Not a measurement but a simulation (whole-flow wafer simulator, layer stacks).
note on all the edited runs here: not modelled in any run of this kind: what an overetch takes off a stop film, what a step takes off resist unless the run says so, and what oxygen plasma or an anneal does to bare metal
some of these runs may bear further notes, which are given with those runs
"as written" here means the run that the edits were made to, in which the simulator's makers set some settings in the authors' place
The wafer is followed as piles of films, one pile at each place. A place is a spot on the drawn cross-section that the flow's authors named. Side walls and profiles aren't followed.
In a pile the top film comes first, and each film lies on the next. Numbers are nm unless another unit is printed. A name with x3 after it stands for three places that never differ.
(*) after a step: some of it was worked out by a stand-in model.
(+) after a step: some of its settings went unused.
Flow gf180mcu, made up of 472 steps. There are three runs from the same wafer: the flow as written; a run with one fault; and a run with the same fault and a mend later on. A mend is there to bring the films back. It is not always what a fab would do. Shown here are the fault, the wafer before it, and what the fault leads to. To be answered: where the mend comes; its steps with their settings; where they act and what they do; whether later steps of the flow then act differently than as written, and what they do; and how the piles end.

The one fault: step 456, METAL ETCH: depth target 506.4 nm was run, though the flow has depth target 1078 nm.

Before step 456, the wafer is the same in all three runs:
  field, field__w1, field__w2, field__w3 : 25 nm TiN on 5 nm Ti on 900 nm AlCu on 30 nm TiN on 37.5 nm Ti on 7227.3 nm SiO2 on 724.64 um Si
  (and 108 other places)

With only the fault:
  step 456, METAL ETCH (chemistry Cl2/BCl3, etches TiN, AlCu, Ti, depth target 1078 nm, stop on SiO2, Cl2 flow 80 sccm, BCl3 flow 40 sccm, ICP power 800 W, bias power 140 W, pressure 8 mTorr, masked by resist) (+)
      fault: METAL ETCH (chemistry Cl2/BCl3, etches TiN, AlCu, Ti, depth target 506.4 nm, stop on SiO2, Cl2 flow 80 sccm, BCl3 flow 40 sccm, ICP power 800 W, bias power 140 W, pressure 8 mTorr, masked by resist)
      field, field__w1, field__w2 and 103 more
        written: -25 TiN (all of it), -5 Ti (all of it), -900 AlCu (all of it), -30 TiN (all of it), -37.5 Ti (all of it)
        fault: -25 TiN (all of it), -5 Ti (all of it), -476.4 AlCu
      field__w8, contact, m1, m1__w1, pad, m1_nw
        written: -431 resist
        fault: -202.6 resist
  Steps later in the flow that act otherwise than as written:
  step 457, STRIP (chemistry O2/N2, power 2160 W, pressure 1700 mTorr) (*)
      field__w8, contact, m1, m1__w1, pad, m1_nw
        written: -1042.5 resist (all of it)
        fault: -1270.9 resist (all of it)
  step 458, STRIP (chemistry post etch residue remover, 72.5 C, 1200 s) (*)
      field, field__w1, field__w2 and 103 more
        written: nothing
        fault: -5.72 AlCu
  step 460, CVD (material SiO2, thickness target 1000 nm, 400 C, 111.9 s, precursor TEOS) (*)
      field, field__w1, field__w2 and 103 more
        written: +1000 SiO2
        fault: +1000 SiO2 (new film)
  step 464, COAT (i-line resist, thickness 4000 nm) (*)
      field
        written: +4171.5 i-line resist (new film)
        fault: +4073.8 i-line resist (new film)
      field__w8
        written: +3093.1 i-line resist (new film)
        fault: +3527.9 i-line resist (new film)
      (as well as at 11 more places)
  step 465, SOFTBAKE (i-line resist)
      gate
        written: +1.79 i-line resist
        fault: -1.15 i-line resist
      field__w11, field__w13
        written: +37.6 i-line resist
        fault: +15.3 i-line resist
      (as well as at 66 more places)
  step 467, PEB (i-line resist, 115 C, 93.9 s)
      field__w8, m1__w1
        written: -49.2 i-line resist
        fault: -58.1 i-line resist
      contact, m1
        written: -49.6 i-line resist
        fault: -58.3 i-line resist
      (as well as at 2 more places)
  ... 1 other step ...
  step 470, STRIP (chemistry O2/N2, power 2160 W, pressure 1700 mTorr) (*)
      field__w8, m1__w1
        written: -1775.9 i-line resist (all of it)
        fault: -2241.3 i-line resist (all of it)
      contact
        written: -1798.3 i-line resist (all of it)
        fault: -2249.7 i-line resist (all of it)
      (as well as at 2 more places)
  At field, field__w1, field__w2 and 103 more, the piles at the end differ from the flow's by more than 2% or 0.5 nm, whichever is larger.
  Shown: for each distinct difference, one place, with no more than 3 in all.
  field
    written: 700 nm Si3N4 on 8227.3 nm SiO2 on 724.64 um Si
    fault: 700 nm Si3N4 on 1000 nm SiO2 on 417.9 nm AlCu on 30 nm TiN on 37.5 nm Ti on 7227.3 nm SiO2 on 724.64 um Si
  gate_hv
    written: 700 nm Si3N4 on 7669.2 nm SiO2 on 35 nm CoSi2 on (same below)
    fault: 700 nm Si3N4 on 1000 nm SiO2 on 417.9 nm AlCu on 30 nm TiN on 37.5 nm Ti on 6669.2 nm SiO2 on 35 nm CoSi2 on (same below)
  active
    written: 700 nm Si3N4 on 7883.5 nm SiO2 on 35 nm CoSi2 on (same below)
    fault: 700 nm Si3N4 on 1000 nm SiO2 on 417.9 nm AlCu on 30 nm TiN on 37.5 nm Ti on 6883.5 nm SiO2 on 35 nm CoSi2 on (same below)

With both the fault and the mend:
  The mend follows step 456.
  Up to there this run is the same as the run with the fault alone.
  step 456a, METAL ETCH (chemistry Cl2/BCl3, etches TiN, AlCu, Ti, depth target 571.1 nm, stop on SiO2, Cl2 flow 80 sccm, BCl3 flow 40 sccm, ICP power 800 W, bias power 140 W, pressure 8 mTorr, masked by resist) (+) (the flow's step 456 again, with other settings)
      field, field__w1, field__w2 and 103 more
        -423.6 AlCu (all of it), -30 TiN (all of it), -37.5 Ti (all of it)
      field__w8, contact, m1, m1__w1, pad, m1_nw
        -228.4 resist
  Later steps of the flow that are run all act as written at every place that is followed.
  The piles end the same as the flow's at every place that both follow.
